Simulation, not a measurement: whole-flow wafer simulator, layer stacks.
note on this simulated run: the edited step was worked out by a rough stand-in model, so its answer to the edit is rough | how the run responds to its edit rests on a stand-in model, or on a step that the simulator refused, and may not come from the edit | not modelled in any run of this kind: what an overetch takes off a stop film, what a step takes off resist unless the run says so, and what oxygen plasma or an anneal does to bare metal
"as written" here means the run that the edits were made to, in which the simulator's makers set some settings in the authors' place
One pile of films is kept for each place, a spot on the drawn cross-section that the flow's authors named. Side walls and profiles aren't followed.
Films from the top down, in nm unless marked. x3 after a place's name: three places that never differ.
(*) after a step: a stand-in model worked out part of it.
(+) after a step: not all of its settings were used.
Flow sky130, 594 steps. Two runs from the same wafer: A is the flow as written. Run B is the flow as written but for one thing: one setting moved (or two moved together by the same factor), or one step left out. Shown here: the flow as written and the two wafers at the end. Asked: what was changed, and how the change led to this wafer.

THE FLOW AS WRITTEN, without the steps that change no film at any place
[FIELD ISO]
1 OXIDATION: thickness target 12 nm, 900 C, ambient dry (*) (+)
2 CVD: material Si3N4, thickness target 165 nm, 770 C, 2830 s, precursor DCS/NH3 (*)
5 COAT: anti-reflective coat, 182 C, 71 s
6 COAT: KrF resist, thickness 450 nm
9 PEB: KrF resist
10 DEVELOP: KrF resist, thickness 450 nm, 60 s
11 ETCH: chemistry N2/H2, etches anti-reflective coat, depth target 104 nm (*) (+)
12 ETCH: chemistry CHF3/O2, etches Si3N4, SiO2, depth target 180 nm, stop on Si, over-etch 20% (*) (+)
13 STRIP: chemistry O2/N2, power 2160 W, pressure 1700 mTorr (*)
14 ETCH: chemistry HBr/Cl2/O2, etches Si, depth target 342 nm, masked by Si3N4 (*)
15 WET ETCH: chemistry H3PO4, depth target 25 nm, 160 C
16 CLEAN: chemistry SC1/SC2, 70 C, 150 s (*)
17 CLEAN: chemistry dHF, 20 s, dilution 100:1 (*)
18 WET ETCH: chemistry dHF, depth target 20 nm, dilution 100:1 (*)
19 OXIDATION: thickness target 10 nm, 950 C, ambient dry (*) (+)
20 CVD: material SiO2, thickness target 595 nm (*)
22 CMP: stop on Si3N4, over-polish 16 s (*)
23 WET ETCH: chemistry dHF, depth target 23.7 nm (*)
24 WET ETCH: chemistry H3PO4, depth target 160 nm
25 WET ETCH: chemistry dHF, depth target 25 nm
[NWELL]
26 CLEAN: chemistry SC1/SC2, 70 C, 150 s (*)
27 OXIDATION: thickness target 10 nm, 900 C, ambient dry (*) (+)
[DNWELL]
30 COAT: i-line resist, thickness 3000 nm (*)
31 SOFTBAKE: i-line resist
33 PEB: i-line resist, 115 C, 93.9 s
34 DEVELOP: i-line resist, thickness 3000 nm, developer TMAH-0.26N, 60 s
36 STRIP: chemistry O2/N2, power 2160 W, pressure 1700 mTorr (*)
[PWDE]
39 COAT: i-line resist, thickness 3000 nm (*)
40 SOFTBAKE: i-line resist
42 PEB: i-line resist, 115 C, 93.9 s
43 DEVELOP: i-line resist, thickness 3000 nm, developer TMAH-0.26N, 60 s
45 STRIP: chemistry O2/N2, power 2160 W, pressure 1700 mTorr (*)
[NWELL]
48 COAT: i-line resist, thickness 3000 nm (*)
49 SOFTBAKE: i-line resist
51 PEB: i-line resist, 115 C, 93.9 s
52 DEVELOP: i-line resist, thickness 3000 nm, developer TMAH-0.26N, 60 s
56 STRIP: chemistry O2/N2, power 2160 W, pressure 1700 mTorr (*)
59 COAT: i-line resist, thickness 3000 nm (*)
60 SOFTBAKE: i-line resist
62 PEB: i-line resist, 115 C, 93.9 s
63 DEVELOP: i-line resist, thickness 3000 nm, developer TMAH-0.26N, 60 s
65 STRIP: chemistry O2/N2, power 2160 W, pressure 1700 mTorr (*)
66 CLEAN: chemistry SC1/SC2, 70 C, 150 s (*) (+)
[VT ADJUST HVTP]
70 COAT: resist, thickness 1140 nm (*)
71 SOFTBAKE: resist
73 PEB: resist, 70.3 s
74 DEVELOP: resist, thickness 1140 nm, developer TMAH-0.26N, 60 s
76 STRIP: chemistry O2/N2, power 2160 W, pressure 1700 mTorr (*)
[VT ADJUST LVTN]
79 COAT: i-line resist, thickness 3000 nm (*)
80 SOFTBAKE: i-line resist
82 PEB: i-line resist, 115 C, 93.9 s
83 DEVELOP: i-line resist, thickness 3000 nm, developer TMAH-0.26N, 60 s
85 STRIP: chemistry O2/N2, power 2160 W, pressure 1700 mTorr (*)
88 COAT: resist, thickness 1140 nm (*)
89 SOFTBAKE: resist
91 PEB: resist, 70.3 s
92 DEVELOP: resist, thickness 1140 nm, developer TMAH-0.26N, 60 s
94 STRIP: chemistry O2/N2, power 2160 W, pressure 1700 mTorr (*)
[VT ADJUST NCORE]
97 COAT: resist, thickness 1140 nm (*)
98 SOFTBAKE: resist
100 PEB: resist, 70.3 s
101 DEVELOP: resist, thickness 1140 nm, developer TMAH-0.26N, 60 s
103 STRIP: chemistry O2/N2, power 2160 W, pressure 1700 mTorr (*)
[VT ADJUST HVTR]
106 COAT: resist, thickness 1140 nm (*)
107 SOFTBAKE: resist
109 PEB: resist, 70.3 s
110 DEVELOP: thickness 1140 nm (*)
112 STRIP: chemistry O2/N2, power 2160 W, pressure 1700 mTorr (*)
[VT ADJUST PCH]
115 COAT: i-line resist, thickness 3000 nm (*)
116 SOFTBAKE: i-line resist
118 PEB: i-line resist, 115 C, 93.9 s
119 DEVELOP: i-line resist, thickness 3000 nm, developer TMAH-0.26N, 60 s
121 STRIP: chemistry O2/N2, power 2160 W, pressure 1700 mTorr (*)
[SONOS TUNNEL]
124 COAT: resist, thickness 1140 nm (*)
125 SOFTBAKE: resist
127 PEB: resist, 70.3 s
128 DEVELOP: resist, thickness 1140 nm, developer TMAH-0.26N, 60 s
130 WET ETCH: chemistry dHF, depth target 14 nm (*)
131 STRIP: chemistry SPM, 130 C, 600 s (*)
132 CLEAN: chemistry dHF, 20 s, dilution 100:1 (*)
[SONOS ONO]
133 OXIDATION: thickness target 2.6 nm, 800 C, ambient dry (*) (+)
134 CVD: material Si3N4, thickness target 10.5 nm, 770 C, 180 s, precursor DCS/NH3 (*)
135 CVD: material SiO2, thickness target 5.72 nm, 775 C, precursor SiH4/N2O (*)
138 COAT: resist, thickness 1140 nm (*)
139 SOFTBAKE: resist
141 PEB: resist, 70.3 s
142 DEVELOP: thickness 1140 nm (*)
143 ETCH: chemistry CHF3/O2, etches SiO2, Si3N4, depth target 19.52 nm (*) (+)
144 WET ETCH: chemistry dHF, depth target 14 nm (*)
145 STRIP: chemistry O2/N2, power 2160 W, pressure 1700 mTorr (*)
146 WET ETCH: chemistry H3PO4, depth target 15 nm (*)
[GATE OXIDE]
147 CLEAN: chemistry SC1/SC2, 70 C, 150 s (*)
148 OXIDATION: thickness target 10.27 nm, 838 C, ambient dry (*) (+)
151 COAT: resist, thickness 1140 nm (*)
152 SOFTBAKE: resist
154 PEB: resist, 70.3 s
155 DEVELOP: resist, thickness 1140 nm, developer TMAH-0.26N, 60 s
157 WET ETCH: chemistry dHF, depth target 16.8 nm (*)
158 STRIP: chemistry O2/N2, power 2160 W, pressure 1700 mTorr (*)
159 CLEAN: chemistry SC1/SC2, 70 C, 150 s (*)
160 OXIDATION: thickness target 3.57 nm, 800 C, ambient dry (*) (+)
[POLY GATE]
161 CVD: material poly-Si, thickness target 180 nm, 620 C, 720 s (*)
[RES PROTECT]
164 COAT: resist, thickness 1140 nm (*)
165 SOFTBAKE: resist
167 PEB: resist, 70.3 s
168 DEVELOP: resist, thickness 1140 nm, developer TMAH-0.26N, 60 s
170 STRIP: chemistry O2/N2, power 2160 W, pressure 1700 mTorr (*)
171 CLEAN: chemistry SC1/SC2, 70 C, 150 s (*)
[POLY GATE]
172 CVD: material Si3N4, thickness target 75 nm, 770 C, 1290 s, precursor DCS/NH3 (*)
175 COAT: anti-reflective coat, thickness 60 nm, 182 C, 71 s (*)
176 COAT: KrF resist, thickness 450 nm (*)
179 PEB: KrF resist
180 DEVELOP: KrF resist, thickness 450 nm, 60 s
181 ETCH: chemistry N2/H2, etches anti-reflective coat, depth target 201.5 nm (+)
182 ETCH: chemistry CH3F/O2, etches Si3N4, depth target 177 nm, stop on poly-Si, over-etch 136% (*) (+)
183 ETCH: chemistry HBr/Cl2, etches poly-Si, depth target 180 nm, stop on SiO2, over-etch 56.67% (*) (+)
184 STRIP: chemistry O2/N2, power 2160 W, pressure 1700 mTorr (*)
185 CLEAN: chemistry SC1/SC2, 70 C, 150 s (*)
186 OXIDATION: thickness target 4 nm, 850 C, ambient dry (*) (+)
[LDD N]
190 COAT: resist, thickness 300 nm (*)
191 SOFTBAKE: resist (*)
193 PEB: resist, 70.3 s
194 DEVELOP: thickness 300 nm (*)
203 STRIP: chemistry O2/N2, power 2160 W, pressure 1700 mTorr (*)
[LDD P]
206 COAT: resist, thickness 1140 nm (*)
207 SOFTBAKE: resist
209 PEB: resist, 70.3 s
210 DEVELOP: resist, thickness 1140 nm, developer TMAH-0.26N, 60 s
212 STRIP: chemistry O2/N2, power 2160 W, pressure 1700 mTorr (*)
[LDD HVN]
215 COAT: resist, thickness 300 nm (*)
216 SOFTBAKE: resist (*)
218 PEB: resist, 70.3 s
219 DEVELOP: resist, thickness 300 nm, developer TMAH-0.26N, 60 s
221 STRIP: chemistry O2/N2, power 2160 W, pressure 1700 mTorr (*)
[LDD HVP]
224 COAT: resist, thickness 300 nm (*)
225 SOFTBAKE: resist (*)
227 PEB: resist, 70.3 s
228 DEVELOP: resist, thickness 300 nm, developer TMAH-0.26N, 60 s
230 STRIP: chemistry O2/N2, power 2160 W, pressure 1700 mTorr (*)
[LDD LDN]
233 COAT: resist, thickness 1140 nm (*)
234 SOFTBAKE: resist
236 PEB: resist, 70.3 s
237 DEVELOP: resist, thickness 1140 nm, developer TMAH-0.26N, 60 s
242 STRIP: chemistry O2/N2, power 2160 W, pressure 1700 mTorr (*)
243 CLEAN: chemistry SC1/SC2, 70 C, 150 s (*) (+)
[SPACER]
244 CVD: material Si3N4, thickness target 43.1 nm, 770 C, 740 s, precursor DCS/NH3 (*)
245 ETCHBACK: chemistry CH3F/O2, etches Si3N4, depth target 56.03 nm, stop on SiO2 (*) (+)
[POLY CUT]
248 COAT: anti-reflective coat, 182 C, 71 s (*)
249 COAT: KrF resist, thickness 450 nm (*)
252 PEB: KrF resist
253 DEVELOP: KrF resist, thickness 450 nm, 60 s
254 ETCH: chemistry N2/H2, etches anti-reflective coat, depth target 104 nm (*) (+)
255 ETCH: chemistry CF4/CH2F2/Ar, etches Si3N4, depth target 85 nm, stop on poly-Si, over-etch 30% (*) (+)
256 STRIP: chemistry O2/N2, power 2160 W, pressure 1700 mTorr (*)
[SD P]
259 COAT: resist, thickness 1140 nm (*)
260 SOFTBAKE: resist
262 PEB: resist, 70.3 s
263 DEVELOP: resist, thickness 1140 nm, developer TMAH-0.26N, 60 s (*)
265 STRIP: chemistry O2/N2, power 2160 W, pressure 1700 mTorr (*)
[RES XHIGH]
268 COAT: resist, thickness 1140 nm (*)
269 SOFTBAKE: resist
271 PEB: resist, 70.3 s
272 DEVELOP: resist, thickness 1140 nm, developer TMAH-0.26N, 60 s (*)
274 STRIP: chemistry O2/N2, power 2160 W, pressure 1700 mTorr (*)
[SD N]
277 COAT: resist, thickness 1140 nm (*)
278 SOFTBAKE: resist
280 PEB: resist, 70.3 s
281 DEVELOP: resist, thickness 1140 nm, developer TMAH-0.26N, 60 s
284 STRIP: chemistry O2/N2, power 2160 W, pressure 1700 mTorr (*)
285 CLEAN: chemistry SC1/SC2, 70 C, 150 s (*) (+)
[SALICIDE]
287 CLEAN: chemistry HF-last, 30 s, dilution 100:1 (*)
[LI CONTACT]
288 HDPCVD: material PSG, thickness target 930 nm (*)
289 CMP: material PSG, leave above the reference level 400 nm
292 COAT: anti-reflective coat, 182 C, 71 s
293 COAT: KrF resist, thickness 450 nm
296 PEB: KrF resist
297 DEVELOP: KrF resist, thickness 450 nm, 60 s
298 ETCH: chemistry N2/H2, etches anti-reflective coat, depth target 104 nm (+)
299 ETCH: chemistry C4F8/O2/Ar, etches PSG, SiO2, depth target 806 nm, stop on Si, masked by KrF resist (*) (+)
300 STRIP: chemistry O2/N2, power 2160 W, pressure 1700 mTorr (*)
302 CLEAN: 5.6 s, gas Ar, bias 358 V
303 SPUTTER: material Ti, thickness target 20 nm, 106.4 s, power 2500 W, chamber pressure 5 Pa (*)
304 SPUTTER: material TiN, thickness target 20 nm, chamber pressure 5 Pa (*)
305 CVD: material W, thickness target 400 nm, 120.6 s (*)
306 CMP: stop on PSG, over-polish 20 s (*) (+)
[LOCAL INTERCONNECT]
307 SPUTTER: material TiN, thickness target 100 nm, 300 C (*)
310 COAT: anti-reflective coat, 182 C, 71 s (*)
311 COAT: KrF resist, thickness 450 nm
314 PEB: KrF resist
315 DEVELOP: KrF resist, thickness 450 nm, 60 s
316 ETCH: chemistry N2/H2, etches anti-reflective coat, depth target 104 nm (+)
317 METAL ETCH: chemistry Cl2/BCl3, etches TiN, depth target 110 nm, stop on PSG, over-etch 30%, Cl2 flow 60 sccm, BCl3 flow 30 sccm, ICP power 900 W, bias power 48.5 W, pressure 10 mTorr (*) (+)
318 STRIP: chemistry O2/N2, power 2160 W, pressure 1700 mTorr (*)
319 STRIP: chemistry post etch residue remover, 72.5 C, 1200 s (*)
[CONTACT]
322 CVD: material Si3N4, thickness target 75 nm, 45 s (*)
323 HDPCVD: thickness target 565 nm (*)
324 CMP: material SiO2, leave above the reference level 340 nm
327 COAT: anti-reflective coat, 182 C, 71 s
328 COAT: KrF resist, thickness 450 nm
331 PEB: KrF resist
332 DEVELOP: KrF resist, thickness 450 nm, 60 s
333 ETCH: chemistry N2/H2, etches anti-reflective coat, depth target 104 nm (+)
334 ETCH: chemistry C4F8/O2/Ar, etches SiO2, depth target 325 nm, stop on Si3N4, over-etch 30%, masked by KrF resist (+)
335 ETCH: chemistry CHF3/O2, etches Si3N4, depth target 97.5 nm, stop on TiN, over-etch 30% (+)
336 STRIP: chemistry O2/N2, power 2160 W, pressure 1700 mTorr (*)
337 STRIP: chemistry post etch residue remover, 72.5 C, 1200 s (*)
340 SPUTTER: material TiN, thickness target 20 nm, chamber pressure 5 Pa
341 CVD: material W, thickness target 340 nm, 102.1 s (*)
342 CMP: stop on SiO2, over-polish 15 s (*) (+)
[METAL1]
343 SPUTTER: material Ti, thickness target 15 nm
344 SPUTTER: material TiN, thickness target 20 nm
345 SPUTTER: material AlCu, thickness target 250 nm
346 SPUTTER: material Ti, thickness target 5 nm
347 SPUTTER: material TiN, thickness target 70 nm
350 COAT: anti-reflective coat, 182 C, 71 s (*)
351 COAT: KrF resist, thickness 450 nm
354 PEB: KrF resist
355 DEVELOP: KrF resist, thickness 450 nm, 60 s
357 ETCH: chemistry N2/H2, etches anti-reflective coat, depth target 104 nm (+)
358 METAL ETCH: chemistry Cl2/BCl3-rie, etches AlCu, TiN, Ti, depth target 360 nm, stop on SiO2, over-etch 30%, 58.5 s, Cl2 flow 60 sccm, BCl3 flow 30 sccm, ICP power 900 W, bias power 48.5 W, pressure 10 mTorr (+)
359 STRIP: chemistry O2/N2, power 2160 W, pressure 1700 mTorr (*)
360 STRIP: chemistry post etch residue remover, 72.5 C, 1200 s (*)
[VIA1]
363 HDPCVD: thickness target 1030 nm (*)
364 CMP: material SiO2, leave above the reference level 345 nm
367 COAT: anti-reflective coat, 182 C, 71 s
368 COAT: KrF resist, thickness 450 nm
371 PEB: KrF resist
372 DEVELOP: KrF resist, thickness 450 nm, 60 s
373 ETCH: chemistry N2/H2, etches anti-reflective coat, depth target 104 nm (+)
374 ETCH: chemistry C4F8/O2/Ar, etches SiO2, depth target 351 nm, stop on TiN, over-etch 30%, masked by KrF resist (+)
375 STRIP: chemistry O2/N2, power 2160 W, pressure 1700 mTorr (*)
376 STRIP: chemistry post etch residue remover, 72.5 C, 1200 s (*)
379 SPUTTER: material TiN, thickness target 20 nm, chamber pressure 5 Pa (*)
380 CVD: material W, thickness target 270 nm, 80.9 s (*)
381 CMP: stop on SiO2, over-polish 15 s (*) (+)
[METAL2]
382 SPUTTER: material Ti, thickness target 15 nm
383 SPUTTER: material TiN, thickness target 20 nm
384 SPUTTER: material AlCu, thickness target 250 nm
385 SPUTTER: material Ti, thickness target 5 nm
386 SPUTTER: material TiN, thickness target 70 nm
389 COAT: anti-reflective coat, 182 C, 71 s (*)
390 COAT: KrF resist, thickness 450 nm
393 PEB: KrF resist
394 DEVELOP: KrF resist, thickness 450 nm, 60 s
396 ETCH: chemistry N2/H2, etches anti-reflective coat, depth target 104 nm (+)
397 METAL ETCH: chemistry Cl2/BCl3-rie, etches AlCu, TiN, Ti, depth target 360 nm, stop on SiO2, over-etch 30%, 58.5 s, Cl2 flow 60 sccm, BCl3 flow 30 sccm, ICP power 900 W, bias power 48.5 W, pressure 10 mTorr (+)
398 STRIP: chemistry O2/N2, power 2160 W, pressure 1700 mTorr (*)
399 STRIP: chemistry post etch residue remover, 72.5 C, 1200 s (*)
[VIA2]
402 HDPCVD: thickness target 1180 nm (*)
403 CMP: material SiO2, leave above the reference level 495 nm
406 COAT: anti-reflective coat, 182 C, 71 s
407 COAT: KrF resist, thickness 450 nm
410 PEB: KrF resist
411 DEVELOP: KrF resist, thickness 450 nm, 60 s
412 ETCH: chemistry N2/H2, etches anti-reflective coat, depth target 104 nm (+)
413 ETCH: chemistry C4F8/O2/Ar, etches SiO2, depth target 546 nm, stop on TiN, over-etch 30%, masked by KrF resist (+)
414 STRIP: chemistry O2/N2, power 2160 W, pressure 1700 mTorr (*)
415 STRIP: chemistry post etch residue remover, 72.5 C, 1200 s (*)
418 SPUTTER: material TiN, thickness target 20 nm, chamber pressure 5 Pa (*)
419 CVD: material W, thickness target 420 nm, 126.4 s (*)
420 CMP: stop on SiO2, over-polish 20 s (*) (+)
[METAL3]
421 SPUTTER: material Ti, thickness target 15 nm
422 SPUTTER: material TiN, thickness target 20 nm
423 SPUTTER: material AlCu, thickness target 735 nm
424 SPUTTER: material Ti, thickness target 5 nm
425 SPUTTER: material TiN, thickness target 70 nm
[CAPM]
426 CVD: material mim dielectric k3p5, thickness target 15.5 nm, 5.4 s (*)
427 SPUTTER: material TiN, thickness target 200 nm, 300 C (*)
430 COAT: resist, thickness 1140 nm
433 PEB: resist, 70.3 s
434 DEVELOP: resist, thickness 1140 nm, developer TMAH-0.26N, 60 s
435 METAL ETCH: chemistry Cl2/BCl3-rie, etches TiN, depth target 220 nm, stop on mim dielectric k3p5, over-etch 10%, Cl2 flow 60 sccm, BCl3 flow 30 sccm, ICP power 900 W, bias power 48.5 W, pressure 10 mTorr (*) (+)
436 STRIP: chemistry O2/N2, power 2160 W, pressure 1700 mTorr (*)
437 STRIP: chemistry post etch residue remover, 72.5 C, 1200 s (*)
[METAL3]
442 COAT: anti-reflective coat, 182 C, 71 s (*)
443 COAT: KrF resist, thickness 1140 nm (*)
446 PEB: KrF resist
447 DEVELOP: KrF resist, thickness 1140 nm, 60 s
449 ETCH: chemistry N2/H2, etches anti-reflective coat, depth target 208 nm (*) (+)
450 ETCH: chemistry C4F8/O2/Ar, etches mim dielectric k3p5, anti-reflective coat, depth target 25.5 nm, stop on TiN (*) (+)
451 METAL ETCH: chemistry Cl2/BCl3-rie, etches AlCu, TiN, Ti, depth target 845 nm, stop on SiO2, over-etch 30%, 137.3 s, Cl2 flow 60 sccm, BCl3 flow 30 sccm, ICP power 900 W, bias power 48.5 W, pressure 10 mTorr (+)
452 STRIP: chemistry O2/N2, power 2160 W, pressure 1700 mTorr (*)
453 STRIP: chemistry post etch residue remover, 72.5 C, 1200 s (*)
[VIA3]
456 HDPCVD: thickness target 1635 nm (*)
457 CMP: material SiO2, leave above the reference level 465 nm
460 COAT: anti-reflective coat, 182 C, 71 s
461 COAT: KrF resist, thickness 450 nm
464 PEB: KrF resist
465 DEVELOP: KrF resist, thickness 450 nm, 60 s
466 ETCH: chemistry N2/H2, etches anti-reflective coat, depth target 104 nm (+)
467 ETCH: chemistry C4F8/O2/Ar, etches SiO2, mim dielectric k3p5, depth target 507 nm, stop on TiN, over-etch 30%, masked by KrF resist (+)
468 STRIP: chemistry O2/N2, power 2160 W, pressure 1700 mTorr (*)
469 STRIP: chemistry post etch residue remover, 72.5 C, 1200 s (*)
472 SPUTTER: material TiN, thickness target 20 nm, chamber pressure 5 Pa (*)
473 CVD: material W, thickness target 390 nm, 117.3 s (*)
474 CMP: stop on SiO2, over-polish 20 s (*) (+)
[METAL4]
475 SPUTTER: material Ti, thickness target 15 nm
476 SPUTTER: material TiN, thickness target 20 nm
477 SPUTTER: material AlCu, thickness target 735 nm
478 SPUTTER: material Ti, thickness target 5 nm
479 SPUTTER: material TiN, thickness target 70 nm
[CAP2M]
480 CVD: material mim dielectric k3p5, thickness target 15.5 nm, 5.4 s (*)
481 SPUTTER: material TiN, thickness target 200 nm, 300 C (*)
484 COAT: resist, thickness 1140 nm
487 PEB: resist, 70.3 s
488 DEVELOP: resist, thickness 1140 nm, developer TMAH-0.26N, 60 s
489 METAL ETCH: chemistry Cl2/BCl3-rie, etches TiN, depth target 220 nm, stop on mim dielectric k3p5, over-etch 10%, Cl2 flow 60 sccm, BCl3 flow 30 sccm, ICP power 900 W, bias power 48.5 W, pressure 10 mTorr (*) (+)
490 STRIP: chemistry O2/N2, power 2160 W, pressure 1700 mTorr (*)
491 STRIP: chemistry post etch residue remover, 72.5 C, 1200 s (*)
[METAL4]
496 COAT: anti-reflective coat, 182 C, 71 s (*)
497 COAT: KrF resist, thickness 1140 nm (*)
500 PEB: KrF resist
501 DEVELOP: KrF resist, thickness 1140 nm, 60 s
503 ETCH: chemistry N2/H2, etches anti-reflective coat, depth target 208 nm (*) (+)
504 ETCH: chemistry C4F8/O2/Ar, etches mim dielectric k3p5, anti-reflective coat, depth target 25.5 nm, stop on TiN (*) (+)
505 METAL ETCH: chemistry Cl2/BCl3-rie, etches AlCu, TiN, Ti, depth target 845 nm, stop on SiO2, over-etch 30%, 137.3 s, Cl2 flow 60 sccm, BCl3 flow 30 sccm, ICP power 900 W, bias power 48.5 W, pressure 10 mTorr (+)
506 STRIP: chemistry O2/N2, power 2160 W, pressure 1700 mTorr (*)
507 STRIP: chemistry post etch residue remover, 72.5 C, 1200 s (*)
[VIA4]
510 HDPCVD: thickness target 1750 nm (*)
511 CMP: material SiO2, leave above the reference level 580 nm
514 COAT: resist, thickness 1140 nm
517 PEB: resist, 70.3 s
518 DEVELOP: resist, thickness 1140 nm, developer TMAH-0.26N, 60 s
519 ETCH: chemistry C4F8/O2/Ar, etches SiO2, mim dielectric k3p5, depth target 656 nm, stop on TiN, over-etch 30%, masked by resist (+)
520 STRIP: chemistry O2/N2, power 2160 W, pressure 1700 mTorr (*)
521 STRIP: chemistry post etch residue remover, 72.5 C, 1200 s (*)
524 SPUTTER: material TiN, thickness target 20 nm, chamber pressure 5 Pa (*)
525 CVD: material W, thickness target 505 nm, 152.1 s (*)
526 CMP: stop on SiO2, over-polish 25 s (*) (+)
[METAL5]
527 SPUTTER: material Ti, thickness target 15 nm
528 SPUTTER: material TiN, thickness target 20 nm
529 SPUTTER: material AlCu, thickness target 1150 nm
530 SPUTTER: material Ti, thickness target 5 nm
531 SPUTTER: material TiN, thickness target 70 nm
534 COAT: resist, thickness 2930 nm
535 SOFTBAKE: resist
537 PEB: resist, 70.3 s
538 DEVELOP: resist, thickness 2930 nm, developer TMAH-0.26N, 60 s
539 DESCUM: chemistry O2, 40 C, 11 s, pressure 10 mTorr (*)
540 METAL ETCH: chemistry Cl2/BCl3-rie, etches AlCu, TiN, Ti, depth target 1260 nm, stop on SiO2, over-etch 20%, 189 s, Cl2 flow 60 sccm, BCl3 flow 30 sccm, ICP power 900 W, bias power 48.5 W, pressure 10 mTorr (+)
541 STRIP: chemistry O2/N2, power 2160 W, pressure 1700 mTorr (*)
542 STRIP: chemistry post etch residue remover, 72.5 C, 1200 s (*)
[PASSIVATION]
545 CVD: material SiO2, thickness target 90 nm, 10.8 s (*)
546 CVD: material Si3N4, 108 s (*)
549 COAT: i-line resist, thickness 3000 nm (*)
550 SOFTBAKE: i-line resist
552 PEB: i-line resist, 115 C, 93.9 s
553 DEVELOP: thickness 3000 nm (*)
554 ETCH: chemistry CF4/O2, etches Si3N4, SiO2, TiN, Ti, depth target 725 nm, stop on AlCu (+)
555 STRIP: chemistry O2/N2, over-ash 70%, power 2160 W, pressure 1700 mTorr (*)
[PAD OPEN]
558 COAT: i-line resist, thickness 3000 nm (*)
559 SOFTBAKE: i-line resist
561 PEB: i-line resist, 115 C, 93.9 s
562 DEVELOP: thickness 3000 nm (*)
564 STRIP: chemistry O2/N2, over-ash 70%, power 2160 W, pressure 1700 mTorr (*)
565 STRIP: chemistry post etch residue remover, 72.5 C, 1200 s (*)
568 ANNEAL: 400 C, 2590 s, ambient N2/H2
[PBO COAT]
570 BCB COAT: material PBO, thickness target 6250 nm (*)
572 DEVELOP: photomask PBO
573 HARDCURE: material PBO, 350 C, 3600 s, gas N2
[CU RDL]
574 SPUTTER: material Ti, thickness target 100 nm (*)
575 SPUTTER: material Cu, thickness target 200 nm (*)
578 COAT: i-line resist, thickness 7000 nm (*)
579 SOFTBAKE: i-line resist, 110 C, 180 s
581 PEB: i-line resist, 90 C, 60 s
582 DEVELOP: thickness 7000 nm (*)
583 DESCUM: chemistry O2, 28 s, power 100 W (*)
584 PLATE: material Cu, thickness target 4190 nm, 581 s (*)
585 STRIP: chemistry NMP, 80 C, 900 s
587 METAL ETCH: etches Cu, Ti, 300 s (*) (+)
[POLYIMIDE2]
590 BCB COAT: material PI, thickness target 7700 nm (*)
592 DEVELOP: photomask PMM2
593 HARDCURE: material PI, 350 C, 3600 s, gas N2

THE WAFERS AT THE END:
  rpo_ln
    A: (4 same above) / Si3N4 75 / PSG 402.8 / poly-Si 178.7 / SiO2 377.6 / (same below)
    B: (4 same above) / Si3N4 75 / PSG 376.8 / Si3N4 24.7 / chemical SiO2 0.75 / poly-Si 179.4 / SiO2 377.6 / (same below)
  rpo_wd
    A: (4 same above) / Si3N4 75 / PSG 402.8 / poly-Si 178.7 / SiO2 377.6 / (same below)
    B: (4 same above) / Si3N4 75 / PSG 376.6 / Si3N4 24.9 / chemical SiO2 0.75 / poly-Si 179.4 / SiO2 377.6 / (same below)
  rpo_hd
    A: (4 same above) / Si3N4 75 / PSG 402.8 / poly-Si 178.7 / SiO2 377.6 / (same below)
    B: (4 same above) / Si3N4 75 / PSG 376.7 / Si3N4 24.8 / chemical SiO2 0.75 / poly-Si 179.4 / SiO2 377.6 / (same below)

The cause: step 255, ETCH: depth target 36.1 nm was run, where the flow has depth target 85 nm.

How the change led to this, step by step:
  255 ETCH: chemistry CF4/CH2F2/Ar, etches Si3N4, depth target 85 nm, stop on poly-Si, over-etch 30% (*) (+)
      rpo_wd, rxpo_wd: A Si3N4 -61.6 (all of it), chemical SiO2 -0.75 (all of it) | B Si3N4 -36.1
      poly_licon: A Si3N4 -61.9 (all of it), chemical SiO2 -0.76 (all of it) | B Si3N4 -36.1
      (and at 187 more places)
  256 STRIP: chemistry O2/N2, power 2160 W, pressure 1700 mTorr (*)
      poly_licon, rpo_ln, rpo_wd, rpo_hd, rpo_hd_licon, rxpo_ln, rxpo_wd: A chemical SiO2 +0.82 (new film), poly-Si -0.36 | B nothing
      dice_street, dep_dnw_sti, iso_dnw_wall, grade_field_poly, de16_nwb_sti: A KrF resist -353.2 (all of it), anti-reflective coat -80 (all of it) | B KrF resist -375.9 (all of it), anti-reflective coat -80 (all of it)
      (and at 178 more places)
  260 SOFTBAKE: resist
      mim: A resist +10.8 | B resist +12.5
      nw_fld: A resist +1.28 | B resist +1.83
      (and at 14 more places)
  263 DEVELOP: resist, thickness 1140 nm, developer TMAH-0.26N, 60 s (*)
      rpo_hd: A resist -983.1 (all of it) | B resist -963.4 (all of it)
      rpo_hd_licon: A resist -983.9 (all of it) | B resist -964.2 (all of it)
  269 SOFTBAKE: resist
      mim: A resist +10.8 | B resist +12.5
      nw_fld: A resist +1.28 | B resist +1.83
      (and at 14 more places)
  274 STRIP: chemistry O2/N2, power 2160 W, pressure 1700 mTorr (*)
      rpo_hd: A resist -983 (all of it), chemical SiO2 +0.05 | B resist -963.3 (all of it)
      rpo_hd_licon: A resist -983.8 (all of it), chemical SiO2 +0.05 | B resist -964.1 (all of it)
  278 SOFTBAKE: resist
      mim: A resist +10.8 | B resist +12.5
      nw_fld: A resist +8.51 | B resist +9.02
      (and at 15 more places)
  284 STRIP: chemistry O2/N2, power 2160 W, pressure 1700 mTorr (*)
      rpo_hd_licon: A resist -983.8 (all of it), chemical SiO2 +0.05 | B resist -964.1 (all of it)
  287 CLEAN: chemistry HF-last, 30 s, dilution 100:1 (*)
      rpo_ln, rpo_wd, rpo_hd, rpo_hd_licon, rxpo_ln, rxpo_wd: A chemical SiO2 -0.77 (all of it) | B Si3N4 -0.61
      poly_licon: A chemical SiO2 -0.76 (all of it) | B Si3N4 -0.61
  289 CMP: material PSG, leave above the reference level 400 nm
      rpo_wd, rpo_hd, rxpo_wd: A PSG -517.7 | B PSG -543.9
      poly_licon, rpo_hd_licon: A PSG -517.7 | B PSG -544.2
      (and at 2 more places)
  299 ETCH: chemistry C4F8/O2/Ar, etches PSG, SiO2, depth target 806 nm, stop on Si, masked by KrF resist (*) (+)
      poly_licon: A PSG -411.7 (all of it) | B PSG -385.2 (all of it), Si3N4 -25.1 (all of it), chemical SiO2 -0.76 (all of it)
      rpo_hd_licon: A PSG -411.7 (all of it) | B PSG -385.2 (all of it), Si3N4 -25.1 (all of it), chemical SiO2 -0.75 (all of it)
  306 CMP: stop on PSG, over-polish 20 s (*) (+)
      poly_licon: A W -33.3 | B W -34
